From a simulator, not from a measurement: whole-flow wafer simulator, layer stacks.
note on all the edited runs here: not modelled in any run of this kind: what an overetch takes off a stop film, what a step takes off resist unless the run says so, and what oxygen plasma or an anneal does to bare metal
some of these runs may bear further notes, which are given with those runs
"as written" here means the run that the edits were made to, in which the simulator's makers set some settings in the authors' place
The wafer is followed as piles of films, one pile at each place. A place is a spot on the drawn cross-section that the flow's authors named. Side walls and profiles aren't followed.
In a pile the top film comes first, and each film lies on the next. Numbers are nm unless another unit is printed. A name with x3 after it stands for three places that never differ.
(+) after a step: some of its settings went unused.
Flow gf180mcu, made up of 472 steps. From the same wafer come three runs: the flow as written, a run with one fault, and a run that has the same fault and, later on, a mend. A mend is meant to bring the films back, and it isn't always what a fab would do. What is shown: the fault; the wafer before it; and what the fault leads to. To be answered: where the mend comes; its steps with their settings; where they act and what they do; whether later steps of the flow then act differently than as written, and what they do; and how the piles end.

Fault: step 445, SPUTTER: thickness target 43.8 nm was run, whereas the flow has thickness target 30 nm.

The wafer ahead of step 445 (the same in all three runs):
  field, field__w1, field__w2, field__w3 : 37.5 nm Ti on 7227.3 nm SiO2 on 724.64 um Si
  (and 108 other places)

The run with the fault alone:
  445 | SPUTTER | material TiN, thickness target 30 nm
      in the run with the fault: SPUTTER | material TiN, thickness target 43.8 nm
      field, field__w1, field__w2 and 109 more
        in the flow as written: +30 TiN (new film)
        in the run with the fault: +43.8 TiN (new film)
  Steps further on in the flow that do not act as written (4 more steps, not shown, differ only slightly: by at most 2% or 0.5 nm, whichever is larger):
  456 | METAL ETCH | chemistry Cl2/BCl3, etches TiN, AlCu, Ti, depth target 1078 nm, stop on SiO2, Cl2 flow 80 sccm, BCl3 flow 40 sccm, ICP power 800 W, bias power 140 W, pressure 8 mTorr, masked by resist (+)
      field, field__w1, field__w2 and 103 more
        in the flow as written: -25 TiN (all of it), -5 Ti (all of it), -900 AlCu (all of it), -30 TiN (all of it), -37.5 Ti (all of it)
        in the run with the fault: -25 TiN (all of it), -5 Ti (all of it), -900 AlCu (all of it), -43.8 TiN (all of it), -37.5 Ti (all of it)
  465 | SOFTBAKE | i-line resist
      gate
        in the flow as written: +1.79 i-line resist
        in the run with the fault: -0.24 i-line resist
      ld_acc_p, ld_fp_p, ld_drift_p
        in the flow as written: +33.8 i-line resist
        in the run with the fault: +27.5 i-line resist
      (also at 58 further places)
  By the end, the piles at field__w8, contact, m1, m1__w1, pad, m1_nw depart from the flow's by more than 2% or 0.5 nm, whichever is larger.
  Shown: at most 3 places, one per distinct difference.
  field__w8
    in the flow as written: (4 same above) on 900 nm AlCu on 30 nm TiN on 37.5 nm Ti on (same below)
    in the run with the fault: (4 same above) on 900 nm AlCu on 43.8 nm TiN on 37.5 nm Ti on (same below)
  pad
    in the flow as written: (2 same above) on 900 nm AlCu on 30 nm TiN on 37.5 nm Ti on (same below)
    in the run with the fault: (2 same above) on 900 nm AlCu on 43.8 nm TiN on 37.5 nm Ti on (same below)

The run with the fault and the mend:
  After step 445 comes the mend.
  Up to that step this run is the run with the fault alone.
  445a | METAL ETCH | chemistry Cl2/BCl3, etches TiN, AlCu, Ti, depth target 13.8 nm, Cl2 flow 80 sccm, BCl3 flow 40 sccm, ICP power 800 W, bias power 140 W, pressure 8 mTorr (the flow's step 260 again, with other settings)
      field, field__w1, field__w2 and 109 more
        -13.8 TiN
  Later steps of the flow that are run all act as written at every place that is followed.
  At every place that both follow, the piles at the end match the flow's.
